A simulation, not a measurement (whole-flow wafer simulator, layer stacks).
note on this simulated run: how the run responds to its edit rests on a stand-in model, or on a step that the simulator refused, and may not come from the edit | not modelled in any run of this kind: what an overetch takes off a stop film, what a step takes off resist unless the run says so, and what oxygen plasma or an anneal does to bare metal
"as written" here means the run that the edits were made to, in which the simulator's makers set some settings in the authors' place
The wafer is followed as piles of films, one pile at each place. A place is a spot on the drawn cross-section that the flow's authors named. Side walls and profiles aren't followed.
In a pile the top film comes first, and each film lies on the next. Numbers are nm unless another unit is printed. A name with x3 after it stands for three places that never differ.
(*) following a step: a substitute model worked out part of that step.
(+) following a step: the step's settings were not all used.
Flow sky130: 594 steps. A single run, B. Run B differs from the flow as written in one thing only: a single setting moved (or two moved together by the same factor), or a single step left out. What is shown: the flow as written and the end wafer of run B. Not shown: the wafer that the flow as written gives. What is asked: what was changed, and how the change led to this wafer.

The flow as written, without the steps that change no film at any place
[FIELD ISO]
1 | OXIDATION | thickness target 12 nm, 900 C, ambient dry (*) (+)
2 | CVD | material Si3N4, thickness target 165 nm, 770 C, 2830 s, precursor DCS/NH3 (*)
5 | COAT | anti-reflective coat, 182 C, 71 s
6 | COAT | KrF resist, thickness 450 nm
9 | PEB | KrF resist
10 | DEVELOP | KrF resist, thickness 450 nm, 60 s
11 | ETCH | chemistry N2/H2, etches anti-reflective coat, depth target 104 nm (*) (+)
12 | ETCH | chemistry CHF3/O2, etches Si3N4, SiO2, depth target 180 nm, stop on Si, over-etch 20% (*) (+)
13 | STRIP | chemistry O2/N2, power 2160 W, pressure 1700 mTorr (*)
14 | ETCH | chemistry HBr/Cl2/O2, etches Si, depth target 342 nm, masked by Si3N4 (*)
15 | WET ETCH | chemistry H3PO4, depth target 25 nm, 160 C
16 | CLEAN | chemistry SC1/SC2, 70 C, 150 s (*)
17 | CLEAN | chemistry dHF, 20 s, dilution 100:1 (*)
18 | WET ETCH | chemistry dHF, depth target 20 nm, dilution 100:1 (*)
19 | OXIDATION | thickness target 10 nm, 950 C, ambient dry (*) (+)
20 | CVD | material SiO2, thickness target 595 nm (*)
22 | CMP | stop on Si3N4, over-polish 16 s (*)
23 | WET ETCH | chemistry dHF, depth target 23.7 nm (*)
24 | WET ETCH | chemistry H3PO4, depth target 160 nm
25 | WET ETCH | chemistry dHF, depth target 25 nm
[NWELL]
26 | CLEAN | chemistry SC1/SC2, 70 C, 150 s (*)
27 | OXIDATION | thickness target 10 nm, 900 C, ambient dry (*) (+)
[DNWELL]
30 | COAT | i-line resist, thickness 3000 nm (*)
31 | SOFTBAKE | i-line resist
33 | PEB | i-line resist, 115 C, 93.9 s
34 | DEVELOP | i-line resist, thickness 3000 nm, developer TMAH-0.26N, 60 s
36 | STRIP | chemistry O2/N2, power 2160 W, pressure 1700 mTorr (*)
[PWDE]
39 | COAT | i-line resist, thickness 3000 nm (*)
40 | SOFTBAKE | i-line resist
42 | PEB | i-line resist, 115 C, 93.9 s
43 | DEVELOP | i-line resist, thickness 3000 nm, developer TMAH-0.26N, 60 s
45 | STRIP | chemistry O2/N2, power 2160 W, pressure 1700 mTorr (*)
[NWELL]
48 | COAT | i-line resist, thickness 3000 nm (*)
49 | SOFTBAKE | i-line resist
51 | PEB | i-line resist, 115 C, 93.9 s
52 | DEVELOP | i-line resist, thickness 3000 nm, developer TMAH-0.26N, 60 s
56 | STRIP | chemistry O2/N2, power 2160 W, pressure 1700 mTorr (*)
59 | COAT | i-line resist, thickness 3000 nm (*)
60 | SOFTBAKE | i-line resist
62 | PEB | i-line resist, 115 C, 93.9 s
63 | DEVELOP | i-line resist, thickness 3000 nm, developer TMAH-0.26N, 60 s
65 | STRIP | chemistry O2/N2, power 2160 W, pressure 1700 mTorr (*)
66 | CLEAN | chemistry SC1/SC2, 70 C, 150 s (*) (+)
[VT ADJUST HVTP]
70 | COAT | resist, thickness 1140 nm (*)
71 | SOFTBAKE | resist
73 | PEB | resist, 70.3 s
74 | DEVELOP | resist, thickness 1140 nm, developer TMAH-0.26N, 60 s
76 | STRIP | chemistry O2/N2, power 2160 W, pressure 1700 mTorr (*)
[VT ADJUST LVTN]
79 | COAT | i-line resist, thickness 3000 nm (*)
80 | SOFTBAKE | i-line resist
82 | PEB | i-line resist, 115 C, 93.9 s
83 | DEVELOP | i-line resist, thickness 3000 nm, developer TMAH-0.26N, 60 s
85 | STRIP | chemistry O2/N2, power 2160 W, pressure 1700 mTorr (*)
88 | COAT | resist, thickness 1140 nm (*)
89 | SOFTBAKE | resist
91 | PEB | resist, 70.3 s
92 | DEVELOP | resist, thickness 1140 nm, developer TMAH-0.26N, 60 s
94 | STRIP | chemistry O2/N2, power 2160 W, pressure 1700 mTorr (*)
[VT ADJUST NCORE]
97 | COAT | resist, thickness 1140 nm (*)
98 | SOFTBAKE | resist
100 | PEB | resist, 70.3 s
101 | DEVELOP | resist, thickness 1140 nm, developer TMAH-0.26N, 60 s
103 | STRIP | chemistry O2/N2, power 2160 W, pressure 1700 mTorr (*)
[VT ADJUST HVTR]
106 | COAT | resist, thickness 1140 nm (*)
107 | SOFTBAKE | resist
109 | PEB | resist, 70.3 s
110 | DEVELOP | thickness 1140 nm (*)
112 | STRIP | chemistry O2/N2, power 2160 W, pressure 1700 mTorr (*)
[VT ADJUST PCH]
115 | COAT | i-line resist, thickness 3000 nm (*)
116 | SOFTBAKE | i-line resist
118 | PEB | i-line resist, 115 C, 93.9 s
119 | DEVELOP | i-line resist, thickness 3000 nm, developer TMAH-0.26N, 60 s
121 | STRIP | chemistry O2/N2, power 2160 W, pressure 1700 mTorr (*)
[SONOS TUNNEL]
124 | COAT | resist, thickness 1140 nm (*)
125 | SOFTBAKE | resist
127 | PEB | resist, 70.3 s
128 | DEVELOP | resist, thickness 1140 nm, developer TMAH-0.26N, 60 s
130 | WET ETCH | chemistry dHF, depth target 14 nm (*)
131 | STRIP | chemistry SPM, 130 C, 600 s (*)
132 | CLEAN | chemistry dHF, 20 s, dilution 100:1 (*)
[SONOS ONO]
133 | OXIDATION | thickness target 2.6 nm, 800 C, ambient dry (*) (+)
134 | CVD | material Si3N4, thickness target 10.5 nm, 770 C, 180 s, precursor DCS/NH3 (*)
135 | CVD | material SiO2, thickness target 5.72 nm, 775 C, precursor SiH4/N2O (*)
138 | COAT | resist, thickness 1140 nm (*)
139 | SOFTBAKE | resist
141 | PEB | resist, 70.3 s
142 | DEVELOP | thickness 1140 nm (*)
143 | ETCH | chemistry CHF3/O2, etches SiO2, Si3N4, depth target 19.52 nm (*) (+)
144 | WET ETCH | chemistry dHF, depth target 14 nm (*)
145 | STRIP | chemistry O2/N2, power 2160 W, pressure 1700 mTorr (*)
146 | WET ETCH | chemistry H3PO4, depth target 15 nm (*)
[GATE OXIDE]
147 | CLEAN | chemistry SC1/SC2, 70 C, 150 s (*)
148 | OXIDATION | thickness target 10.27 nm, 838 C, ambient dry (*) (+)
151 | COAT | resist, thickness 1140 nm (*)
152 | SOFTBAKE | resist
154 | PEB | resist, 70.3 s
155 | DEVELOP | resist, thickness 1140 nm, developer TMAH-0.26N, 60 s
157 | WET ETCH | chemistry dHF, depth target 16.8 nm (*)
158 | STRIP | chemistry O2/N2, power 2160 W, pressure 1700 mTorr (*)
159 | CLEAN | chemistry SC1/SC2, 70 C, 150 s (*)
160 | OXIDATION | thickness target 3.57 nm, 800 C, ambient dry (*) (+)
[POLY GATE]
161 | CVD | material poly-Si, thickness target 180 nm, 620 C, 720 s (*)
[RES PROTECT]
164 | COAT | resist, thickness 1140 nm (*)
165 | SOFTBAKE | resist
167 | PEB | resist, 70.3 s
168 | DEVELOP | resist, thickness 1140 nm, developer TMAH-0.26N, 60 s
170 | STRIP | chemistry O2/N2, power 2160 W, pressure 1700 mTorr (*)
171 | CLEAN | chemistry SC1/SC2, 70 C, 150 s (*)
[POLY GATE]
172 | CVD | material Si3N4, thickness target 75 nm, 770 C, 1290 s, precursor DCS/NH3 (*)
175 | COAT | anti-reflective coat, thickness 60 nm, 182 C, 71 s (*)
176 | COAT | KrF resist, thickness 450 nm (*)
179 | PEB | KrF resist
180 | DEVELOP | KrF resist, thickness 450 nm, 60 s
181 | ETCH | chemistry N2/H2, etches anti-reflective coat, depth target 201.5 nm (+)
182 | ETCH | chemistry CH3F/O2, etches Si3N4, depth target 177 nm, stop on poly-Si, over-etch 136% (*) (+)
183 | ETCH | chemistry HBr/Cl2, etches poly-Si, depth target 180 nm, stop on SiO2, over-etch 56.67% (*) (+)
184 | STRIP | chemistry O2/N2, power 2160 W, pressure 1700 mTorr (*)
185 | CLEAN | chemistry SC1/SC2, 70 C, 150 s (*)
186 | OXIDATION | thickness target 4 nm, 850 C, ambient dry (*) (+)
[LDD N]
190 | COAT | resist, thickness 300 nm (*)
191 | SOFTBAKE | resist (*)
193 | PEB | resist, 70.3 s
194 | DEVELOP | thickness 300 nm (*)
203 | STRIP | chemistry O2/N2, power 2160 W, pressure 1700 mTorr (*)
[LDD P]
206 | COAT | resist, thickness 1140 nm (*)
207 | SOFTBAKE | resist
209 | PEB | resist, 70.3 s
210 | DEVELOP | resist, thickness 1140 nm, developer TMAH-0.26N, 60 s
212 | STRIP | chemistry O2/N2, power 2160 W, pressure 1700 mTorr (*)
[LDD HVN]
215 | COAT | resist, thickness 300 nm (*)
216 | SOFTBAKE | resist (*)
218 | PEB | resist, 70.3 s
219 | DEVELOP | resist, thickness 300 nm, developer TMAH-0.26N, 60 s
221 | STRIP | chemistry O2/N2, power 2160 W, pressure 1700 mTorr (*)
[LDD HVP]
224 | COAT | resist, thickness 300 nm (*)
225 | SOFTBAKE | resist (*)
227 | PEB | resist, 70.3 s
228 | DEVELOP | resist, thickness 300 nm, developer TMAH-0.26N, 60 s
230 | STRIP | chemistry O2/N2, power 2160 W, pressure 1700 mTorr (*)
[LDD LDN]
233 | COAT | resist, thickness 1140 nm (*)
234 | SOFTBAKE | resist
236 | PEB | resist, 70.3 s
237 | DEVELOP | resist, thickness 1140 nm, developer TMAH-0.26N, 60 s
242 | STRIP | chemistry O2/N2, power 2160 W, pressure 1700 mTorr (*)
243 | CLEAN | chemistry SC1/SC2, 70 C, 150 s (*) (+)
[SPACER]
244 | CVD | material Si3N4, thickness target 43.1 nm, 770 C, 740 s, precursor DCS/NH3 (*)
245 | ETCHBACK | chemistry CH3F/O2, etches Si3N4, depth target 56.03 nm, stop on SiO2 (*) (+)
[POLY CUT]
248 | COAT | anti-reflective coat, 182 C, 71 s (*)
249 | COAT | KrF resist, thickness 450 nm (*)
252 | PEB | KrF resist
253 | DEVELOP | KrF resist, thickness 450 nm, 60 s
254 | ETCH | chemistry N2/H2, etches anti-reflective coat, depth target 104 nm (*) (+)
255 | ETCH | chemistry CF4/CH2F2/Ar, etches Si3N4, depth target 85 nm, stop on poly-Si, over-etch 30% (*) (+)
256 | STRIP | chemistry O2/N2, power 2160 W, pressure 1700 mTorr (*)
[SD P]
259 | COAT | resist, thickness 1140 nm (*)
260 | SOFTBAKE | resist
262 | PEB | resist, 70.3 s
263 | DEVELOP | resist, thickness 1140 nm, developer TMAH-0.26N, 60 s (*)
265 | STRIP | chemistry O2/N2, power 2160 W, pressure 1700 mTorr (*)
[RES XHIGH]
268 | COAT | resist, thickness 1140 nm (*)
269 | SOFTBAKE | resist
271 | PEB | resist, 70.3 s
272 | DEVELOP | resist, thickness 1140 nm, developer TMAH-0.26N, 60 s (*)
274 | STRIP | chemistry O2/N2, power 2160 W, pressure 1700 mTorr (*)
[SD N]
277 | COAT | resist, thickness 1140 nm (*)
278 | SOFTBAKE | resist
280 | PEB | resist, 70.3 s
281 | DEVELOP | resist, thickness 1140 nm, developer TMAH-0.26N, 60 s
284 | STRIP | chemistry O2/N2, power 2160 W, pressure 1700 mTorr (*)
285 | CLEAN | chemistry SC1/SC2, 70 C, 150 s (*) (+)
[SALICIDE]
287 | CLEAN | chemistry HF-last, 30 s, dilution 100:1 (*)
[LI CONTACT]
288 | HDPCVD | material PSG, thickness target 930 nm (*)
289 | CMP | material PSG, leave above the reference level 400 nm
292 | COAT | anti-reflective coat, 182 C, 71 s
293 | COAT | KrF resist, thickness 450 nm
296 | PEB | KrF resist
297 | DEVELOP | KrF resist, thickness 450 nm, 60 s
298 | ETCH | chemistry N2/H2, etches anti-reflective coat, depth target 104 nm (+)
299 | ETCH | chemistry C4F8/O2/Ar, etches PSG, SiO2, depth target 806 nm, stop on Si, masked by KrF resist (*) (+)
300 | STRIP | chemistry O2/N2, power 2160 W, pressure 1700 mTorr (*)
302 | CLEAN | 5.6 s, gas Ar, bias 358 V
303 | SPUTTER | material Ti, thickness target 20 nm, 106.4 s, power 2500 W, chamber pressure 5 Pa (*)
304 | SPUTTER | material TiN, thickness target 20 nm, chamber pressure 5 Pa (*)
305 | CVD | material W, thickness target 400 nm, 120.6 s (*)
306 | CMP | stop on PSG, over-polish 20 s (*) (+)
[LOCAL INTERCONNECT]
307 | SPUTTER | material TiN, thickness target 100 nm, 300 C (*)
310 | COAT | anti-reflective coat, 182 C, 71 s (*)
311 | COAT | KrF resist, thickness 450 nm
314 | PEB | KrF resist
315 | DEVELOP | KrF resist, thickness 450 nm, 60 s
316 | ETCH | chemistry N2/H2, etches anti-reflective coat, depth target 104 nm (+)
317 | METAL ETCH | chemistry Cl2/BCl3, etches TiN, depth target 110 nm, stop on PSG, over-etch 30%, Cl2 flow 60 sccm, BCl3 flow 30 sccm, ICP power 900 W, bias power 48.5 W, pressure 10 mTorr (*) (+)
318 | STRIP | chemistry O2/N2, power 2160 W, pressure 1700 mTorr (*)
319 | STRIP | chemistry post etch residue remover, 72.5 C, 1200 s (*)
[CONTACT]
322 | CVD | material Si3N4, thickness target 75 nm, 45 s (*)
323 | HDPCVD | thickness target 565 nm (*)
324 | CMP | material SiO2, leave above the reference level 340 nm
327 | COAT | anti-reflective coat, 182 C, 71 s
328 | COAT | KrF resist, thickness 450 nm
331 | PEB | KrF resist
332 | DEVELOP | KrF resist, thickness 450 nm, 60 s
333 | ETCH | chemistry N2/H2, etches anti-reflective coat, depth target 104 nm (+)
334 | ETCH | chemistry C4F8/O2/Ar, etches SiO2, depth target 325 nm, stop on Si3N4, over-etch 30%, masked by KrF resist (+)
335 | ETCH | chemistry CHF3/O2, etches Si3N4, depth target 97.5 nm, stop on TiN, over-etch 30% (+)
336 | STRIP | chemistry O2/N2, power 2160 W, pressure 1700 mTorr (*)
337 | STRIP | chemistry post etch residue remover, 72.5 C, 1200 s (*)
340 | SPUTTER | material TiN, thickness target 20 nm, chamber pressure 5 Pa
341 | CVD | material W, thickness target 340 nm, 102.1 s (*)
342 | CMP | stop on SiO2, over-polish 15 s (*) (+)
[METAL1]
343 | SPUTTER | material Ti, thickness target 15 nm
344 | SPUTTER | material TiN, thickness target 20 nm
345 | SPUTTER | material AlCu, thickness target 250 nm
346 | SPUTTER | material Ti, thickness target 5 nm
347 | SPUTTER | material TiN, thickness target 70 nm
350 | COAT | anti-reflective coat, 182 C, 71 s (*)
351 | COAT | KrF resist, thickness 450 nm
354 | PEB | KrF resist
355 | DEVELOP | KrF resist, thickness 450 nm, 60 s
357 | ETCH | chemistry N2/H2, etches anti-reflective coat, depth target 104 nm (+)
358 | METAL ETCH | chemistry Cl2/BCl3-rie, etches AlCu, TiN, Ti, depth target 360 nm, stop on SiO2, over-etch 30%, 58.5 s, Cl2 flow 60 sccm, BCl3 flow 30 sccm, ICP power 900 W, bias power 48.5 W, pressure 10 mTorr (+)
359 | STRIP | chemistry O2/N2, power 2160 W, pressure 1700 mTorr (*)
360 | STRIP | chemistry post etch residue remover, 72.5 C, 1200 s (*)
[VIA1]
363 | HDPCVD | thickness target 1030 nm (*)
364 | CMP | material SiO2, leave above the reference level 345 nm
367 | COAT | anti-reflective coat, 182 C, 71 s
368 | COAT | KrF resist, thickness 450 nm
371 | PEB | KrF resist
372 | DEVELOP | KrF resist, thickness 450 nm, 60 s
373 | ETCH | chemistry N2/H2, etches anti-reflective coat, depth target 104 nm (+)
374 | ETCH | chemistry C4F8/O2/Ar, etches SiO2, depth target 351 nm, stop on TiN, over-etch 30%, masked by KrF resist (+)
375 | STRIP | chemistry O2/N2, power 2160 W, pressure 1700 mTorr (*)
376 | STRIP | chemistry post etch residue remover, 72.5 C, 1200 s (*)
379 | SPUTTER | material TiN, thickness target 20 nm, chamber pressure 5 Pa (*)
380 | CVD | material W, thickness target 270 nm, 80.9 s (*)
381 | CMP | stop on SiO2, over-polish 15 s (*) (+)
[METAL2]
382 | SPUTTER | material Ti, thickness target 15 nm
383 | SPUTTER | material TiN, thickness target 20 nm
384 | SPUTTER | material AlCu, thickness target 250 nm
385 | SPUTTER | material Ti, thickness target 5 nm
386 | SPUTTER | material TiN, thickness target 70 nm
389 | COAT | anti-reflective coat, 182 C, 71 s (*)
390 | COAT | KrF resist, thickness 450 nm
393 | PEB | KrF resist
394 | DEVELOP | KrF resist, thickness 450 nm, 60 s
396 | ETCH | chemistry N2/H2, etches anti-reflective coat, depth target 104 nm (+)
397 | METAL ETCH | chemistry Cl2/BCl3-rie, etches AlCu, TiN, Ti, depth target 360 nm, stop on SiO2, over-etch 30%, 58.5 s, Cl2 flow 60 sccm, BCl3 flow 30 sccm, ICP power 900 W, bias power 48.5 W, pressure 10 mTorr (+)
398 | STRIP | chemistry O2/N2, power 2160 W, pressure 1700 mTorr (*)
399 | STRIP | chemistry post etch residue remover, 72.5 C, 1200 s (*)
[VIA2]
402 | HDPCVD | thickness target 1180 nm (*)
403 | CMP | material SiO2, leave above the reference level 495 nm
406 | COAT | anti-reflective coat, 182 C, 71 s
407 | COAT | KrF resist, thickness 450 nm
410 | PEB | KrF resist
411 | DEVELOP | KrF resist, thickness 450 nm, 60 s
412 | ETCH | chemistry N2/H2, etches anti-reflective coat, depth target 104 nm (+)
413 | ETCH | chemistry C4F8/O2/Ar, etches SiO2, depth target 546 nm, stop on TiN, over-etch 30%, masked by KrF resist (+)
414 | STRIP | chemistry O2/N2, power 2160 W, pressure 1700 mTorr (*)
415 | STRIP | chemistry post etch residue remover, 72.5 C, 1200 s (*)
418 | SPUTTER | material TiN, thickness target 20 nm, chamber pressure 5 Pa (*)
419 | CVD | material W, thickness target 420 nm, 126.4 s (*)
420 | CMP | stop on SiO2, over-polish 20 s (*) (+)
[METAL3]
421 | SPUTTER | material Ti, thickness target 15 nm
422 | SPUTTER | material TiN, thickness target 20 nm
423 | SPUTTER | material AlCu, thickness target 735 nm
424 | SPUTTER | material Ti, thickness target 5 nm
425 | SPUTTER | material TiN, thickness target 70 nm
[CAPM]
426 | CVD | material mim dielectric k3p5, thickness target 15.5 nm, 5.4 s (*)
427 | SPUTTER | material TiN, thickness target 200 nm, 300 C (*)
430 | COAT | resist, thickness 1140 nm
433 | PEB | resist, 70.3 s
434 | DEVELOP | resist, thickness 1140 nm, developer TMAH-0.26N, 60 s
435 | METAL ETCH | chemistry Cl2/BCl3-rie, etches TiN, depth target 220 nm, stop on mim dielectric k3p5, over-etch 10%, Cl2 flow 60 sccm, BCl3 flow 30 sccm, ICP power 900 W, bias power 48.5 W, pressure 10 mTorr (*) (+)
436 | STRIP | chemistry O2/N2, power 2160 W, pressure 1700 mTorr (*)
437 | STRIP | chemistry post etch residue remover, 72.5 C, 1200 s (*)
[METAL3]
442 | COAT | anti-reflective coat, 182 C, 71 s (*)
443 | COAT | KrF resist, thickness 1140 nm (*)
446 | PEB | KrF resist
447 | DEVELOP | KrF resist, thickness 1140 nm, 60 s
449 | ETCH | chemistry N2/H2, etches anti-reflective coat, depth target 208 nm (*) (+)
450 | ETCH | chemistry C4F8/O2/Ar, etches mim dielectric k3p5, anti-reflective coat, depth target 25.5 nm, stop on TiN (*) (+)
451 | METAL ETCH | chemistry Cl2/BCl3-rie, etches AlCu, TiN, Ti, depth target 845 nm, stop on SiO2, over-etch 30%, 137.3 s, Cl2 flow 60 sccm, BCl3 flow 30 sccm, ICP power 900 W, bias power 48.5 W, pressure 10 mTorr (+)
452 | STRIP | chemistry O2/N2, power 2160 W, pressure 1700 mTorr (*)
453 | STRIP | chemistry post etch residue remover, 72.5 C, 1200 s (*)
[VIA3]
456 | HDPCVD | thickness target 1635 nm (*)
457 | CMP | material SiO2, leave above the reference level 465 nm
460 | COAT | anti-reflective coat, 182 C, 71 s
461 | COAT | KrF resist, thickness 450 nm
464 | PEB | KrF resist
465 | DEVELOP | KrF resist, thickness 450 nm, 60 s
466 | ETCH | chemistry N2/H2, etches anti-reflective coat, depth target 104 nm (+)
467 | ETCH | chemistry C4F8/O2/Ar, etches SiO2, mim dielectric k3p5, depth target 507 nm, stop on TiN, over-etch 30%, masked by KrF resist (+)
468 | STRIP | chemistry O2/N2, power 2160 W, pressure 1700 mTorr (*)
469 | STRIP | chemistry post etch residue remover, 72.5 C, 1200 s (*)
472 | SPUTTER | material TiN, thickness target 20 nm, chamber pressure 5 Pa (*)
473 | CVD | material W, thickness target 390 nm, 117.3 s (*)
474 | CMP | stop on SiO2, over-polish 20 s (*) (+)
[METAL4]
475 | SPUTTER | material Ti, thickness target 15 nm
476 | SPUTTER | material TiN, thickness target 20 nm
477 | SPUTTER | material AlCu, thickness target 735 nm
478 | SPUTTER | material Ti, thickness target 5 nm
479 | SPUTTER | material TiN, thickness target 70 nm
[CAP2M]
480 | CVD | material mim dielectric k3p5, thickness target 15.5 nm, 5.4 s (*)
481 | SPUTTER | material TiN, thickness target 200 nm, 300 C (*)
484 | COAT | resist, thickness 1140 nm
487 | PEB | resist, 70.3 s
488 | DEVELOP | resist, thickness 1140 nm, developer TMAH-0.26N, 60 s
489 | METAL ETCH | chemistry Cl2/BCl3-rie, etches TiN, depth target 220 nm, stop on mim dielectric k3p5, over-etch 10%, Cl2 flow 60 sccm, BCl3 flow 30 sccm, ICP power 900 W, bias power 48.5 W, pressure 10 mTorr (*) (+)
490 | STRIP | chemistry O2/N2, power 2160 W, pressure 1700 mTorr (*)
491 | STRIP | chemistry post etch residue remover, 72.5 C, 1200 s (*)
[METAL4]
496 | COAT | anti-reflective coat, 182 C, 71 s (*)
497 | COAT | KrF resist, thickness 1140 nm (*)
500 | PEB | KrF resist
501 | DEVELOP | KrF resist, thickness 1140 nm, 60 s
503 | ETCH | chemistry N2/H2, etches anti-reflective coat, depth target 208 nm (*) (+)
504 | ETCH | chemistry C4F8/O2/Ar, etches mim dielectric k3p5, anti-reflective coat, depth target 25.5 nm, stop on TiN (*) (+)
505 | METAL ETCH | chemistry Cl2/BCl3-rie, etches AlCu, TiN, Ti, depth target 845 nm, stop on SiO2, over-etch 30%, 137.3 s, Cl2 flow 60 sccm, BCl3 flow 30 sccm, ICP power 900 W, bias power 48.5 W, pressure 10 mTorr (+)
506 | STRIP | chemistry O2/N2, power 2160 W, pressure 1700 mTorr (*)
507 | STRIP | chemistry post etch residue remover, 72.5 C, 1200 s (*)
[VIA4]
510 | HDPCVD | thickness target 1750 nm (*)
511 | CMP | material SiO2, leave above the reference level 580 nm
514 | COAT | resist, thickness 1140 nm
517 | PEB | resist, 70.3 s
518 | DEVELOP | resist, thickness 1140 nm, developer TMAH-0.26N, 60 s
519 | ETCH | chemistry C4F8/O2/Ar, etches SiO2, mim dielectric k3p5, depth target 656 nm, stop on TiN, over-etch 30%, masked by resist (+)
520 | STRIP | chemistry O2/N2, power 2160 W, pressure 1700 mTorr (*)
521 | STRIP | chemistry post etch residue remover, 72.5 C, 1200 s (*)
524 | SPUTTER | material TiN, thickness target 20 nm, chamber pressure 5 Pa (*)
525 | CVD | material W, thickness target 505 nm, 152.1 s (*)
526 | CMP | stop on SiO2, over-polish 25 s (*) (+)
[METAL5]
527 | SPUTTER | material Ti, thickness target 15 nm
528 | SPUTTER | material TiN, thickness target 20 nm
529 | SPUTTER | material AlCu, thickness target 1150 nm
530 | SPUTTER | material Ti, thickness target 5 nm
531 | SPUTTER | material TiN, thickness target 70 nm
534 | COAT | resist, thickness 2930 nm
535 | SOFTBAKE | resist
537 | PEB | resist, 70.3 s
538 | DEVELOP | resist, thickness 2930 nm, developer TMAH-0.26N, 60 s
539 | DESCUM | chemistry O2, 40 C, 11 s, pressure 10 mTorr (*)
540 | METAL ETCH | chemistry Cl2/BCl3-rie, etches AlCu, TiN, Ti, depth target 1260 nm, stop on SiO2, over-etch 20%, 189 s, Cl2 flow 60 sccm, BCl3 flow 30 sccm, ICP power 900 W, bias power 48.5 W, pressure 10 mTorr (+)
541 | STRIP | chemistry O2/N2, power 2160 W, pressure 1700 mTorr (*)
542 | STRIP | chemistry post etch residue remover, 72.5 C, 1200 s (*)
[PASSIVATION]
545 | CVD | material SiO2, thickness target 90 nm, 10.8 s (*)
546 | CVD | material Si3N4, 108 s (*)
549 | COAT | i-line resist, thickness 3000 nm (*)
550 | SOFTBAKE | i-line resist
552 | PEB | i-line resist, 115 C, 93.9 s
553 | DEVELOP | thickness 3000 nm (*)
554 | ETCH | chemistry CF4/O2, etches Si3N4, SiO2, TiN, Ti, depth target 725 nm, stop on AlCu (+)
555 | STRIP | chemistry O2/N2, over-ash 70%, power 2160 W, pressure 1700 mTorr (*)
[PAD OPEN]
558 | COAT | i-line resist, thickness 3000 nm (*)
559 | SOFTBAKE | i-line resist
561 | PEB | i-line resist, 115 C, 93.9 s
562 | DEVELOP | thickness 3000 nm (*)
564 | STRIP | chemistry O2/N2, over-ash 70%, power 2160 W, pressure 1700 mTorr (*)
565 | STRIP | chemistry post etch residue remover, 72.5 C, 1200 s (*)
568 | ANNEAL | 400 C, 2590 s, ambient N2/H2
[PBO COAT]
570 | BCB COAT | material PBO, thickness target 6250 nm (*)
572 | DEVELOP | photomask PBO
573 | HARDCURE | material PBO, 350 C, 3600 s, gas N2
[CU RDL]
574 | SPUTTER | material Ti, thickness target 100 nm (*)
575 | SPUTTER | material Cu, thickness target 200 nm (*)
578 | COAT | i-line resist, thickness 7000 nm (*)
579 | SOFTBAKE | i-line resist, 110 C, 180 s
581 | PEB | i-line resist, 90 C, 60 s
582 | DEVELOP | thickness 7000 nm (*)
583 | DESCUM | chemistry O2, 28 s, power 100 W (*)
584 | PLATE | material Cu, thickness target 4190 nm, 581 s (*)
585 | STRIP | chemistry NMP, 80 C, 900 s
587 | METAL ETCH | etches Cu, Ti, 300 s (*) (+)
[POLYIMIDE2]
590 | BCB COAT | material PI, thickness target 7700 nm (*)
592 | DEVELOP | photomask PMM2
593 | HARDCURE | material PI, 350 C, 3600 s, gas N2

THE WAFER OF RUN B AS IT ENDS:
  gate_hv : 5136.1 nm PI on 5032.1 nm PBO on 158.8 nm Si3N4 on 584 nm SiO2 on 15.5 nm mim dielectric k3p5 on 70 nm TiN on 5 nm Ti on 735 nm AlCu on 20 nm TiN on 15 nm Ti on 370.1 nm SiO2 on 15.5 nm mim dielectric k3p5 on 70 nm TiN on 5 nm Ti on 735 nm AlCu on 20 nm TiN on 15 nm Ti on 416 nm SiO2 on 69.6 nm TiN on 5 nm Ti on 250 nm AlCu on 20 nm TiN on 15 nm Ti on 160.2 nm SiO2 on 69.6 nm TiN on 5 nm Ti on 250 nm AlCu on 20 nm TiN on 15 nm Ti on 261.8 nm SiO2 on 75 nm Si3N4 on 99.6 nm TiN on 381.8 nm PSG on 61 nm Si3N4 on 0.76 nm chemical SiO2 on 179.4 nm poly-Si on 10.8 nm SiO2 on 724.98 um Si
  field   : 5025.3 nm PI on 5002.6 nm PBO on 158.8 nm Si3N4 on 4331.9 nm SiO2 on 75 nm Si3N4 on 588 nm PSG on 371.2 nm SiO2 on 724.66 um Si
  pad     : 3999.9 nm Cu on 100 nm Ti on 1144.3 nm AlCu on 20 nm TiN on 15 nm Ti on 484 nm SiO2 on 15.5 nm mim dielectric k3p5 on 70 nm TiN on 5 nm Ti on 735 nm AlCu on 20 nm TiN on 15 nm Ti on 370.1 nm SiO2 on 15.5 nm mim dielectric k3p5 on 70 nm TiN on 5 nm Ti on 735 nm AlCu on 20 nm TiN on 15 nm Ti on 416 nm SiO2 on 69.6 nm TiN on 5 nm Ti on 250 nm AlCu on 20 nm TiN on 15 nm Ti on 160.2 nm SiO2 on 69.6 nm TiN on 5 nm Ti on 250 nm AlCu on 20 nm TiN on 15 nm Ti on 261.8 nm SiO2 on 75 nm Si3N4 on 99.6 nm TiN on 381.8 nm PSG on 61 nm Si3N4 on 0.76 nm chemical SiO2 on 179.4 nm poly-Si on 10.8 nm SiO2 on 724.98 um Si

What caused this: step 364, CMP: leave above the reference level 238 nm was run, whereas the flow has leave above the reference level 345 nm.

The path from the change to this, step by step:
  364 | CMP | material SiO2, leave above the reference level 345 nm
      n_well, p_well, gate_hv and 100 more: -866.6 SiO2 (it would be, as written: -759.6 SiO2)
      field, active, gate and 81 more: -496.1 SiO2 (it would be, as written: -389.1 SiO2)
      (also at 4 further places)
  374 | ETCH | chemistry C4F8/O2/Ar, etches SiO2, depth target 351 nm, stop on TiN, over-etch 30%, masked by KrF resist (+)
      field, active, n_well and 186 more: -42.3 KrF resist (it would be, as written: -70.1 KrF resist)
      m1, via1_hole: -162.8 SiO2 (all of it) (it would be, as written: -269.8 SiO2 (all of it))
  375 | STRIP | chemistry O2/N2, power 2160 W, pressure 1700 mTorr (*)
      field, active, n_well and 186 more: -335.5 KrF resist (all of it), -80 anti-reflective coat (all of it) (it would be, as written: -307.7 KrF resist (all of it), -80 anti-reflective coat (all of it))
  379 | SPUTTER | material TiN, thickness target 20 nm, chamber pressure 5 Pa (*)
      m1: +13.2 TiN (it would be, as written: +11 TiN)
      via1_hole: +13.2 TiN (it would be, as written: +10.9 TiN)
  380 | CVD | material W, thickness target 270 nm, 80.9 s (*)
      m1: +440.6 W (new film) (it would be, as written: +549.9 W (new film))
      via1_hole: +440.7 W (new film) (it would be, as written: +549.9 W (new film))
